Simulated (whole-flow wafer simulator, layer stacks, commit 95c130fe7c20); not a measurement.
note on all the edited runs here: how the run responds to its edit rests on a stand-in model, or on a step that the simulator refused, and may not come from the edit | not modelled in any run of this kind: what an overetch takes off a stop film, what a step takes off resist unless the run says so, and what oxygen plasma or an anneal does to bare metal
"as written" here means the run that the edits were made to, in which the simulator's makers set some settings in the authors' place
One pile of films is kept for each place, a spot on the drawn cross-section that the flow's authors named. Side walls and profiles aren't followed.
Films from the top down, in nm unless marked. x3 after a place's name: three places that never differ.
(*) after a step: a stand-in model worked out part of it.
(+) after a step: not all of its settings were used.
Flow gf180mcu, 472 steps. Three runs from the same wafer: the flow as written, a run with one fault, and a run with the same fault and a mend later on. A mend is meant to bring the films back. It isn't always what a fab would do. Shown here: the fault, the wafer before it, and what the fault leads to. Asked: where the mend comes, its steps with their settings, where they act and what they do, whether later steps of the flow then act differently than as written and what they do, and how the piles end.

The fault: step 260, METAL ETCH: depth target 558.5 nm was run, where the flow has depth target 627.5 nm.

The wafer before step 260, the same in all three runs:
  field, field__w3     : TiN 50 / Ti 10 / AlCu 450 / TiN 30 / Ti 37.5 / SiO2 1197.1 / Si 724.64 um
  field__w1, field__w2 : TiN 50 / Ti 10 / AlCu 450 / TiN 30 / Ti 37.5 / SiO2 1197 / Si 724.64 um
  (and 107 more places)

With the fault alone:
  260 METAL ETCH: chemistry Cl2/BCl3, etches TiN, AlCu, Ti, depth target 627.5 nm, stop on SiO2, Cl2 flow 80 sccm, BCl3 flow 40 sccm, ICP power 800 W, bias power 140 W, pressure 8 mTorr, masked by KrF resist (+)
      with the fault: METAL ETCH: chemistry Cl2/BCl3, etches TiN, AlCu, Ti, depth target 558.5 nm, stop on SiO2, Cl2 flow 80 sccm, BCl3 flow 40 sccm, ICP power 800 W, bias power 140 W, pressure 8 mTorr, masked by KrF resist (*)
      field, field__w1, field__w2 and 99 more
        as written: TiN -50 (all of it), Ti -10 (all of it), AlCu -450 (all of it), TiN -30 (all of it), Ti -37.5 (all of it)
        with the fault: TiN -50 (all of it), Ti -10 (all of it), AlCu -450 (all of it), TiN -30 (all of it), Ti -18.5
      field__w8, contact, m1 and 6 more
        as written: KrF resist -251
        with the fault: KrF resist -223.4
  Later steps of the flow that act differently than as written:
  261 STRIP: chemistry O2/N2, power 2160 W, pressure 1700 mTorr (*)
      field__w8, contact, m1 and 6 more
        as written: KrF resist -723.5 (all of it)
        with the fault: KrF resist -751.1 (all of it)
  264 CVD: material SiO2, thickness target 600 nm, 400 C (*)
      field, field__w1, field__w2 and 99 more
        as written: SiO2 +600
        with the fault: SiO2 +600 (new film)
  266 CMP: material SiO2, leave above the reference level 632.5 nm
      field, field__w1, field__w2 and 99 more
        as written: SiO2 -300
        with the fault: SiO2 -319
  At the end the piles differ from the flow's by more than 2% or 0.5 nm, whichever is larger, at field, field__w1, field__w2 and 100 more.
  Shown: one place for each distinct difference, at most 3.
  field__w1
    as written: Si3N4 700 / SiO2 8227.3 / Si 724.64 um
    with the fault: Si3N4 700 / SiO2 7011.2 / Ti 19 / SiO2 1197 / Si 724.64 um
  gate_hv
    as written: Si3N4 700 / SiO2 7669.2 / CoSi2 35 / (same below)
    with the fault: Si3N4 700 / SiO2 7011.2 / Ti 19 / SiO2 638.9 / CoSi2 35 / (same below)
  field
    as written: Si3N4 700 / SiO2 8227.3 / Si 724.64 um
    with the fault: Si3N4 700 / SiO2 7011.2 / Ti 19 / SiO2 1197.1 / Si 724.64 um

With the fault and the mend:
  The mend comes after step 260.
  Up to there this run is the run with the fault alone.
  260a METAL ETCH: chemistry Cl2/BCl3, etches TiN, AlCu, Ti, depth target 69 nm, stop on SiO2, Cl2 flow 80 sccm, BCl3 flow 40 sccm, ICP power 800 W, bias power 140 W, pressure 8 mTorr, masked by KrF resist (+) (the flow's step 260 once more, with other settings)
      field, field__w1, field__w2 and 99 more
        Ti -19 (all of it)
      field__w8, contact, m1 and 6 more
        KrF resist -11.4
  Later steps of the flow that act differently than as written:
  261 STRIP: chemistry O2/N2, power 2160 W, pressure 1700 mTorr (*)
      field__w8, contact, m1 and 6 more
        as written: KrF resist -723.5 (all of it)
        with the mend: KrF resist -739.7 (all of it)
  At the end the piles are the same as the flow's at every place that both follow.
